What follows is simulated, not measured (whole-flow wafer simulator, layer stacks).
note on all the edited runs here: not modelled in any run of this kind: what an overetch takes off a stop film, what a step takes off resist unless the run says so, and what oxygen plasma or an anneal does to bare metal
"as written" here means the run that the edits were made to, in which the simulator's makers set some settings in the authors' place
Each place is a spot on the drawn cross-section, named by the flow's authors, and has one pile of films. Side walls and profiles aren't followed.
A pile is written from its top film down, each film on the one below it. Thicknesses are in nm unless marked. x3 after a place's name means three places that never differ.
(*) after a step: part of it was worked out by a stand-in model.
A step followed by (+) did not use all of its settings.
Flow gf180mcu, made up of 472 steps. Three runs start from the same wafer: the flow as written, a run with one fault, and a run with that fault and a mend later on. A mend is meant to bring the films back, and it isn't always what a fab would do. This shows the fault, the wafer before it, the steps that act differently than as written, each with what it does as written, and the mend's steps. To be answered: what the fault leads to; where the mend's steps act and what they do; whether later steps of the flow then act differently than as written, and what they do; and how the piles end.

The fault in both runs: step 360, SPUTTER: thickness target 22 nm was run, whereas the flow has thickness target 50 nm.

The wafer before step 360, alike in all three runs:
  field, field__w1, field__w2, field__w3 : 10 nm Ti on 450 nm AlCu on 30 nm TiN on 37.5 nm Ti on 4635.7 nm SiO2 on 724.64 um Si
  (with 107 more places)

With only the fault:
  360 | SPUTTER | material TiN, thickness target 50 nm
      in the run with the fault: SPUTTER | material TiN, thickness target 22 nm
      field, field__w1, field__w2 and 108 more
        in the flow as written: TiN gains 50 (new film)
        in the run with the fault: TiN gains 22 (new film)
  Later steps of the flow acting differently than as written (2 other steps are not shown; they differ only slightly, by no more than 2% or 0.5 nm, whichever is larger):
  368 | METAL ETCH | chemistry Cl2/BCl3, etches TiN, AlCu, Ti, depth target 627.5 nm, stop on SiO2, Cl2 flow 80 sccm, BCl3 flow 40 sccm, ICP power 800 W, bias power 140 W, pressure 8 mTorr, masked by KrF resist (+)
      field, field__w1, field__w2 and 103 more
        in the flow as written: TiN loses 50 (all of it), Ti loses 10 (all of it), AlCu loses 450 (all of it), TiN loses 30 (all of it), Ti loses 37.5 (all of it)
        in the run with the fault: TiN loses 22 (all of it), Ti loses 10 (all of it), AlCu loses 450 (all of it), TiN loses 30 (all of it), Ti loses 37.5 (all of it)
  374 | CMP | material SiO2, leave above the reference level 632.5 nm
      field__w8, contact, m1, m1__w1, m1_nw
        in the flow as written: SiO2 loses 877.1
        in the run with the fault: SiO2 loses 849.1
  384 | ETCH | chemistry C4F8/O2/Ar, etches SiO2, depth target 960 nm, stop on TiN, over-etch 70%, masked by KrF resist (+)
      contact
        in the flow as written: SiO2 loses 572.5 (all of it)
        in the run with the fault: SiO2 loses 600.5 (all of it)
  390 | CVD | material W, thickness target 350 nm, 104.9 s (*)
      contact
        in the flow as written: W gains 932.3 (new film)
        in the run with the fault: W gains 960.5 (new film)
  By the end, the piles at field__w8, contact, m1, m1__w1, m1_nw depart from the flow's by more than 2% or 0.5 nm, whichever is larger.
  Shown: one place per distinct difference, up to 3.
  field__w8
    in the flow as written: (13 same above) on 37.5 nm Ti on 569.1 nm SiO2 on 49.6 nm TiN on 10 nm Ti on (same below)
    in the run with the fault: (13 same above) on 37.5 nm Ti on 597.1 nm SiO2 on 21.6 nm TiN on 10 nm Ti on (same below)
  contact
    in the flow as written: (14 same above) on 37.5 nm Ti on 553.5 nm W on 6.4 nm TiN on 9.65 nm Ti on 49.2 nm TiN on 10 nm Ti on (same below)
    in the run with the fault: (14 same above) on 37.5 nm Ti on 581.8 nm W on 6.3 nm TiN on 9.5 nm Ti on 21.2 nm TiN on 10 nm Ti on (same below)

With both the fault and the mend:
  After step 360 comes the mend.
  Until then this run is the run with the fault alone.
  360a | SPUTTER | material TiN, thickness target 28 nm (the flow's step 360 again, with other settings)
      field, field__w1, field__w2 and 108 more
        TiN gains 28
  Every later step of the flow that is run acts as written at every place that is followed.
  At every place that both follow, the piles at the end match the flow's.
